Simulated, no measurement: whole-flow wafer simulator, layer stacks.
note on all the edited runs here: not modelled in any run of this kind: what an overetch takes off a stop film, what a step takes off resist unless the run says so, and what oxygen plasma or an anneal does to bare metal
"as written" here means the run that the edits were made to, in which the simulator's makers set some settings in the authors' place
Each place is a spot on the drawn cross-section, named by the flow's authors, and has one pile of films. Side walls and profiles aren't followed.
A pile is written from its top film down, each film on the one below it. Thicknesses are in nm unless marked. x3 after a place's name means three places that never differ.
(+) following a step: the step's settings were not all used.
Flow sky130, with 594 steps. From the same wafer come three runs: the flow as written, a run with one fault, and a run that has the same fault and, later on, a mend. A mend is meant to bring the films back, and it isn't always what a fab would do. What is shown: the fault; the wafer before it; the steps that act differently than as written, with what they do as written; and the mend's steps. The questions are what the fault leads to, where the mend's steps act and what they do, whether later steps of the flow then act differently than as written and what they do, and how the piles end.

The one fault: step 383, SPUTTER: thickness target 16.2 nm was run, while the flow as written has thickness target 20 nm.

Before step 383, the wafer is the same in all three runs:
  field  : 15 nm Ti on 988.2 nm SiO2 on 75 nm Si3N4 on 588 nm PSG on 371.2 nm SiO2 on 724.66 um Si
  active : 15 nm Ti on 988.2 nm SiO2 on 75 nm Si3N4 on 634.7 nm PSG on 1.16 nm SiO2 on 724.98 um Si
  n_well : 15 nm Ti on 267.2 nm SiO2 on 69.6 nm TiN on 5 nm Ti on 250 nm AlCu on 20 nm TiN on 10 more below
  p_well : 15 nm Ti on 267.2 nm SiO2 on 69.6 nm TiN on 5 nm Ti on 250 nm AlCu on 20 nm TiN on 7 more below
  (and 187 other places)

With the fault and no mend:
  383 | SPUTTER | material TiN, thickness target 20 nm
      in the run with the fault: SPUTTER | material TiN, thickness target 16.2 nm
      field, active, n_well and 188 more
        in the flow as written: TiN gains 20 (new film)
        in the run with the fault: TiN gains 16.2 (new film)
  Later steps of the flow acting differently than as written (16 other steps are not shown; they differ only slightly, by no more than 2% or 0.5 nm, whichever is larger):
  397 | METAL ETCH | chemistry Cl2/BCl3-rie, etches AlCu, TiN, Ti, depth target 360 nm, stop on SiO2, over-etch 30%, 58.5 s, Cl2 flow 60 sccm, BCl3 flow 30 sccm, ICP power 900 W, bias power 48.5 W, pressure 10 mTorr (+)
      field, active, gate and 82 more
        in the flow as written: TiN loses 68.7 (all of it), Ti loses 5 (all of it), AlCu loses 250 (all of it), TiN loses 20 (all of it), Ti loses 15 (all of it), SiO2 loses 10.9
        in the run with the fault: TiN loses 68.7 (all of it), Ti loses 5 (all of it), AlCu loses 250 (all of it), TiN loses 16.2 (all of it), Ti loses 15 (all of it), SiO2 loses 11.3
  At n_well, p_well, gate_hv and 103 more, the piles at the end differ from the flow's by more than 2% or 0.5 nm, whichever is larger.
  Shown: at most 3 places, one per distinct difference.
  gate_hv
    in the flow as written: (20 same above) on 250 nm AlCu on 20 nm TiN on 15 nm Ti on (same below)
    in the run with the fault: (20 same above) on 250 nm AlCu on 16.2 nm TiN on 15 nm Ti on (same below)
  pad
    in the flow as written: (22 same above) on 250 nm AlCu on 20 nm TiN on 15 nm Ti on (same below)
    in the run with the fault: (22 same above) on 250 nm AlCu on 16.2 nm TiN on 15 nm Ti on (same below)
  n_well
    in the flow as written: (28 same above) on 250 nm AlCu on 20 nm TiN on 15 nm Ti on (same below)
    in the run with the fault: (28 same above) on 250 nm AlCu on 16.2 nm TiN on 15 nm Ti on (same below)

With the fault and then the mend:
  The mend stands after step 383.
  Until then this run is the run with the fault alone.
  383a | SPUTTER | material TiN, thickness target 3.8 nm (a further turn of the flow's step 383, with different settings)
      field, active, n_well and 188 more
        TiN gains 3.8
  Every later step of the flow that is run acts as written at every place that is followed.
  At every place that both follow, the piles at the end match the flow's.
